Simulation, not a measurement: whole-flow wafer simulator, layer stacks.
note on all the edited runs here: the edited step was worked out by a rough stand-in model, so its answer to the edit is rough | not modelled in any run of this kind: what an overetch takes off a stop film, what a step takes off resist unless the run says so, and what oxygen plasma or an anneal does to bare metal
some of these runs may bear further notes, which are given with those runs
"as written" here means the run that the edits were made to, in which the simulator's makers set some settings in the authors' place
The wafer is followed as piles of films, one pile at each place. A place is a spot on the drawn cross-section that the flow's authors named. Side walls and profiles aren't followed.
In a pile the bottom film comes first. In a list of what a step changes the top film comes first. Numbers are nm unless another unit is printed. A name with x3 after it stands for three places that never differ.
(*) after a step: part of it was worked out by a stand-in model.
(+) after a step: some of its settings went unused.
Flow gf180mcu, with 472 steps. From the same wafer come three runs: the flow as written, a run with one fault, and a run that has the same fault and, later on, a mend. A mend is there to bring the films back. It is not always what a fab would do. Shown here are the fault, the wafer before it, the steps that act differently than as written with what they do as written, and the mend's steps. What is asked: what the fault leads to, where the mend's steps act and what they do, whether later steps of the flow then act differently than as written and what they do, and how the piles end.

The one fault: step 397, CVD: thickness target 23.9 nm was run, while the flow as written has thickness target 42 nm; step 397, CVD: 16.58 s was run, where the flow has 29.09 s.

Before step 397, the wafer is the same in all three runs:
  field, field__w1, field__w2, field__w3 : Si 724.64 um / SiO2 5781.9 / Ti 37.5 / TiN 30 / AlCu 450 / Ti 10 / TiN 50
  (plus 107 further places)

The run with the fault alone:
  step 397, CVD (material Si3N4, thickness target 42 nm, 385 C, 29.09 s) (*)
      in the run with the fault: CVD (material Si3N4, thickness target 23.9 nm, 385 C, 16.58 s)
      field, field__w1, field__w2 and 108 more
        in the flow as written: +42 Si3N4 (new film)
        in the run with the fault: +24 Si3N4 (new film)
  Steps further on in the flow that do not act as written (not shown: 5 more steps that differ only slightly, by at most 2% or 0.5 nm, whichever is larger):
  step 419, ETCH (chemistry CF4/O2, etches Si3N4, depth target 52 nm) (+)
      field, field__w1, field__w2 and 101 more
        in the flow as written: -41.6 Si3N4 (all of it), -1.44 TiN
        in the run with the fault: -23.6 Si3N4 (all of it), -1.64 TiN
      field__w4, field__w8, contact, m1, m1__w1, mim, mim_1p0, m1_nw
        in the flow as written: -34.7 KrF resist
        in the run with the fault: -23.6 KrF resist
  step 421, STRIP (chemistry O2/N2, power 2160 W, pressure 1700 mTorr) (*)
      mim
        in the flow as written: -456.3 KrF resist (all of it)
        in the run with the fault: -467.3 KrF resist (all of it)
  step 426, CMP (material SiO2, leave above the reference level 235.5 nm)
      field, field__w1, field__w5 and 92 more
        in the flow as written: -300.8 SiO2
        in the run with the fault: -318.9 SiO2
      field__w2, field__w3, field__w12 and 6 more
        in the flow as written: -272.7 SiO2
        in the run with the fault: -291.5 SiO2
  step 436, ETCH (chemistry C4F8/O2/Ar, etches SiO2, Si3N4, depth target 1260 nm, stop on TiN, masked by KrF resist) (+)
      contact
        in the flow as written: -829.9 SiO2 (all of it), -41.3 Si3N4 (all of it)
        in the run with the fault: -829.9 SiO2 (all of it), -23.3 Si3N4 (all of it)
  By the end, the piles at field__w4, field__w8, contact, m1, m1__w1, mim, mim_1p0, m1_nw depart from the flow's by more than 2% or 0.5 nm, whichever is larger.
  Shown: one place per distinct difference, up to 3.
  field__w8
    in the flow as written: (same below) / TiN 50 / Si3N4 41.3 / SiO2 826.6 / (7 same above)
    in the run with the fault: (same below) / TiN 50 / Si3N4 23.3 / SiO2 826.6 / (7 same above)
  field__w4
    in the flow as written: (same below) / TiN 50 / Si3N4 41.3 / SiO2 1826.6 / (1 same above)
    in the run with the fault: (same below) / TiN 50 / Si3N4 23.3 / SiO2 1826.6 / (1 same above)
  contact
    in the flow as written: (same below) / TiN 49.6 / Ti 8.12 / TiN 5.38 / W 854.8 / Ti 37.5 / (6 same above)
    in the run with the fault: (same below) / TiN 49.6 / Ti 8.2 / TiN 5.44 / W 836.6 / Ti 37.5 / (6 same above)

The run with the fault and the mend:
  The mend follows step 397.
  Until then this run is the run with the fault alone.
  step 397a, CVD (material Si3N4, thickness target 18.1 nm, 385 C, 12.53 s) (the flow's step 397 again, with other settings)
      field, field__w1, field__w2 and 108 more
        +18.1 Si3N4
  Later steps of the flow that are run all act as written at every place that is followed, up to a difference of at most 2% or 0.5 nm, whichever is larger.
  When the end is reached, the piles differ only a little from the flow's at the places that both follow, at most by 2% or 0.5 nm, whichever is larger.
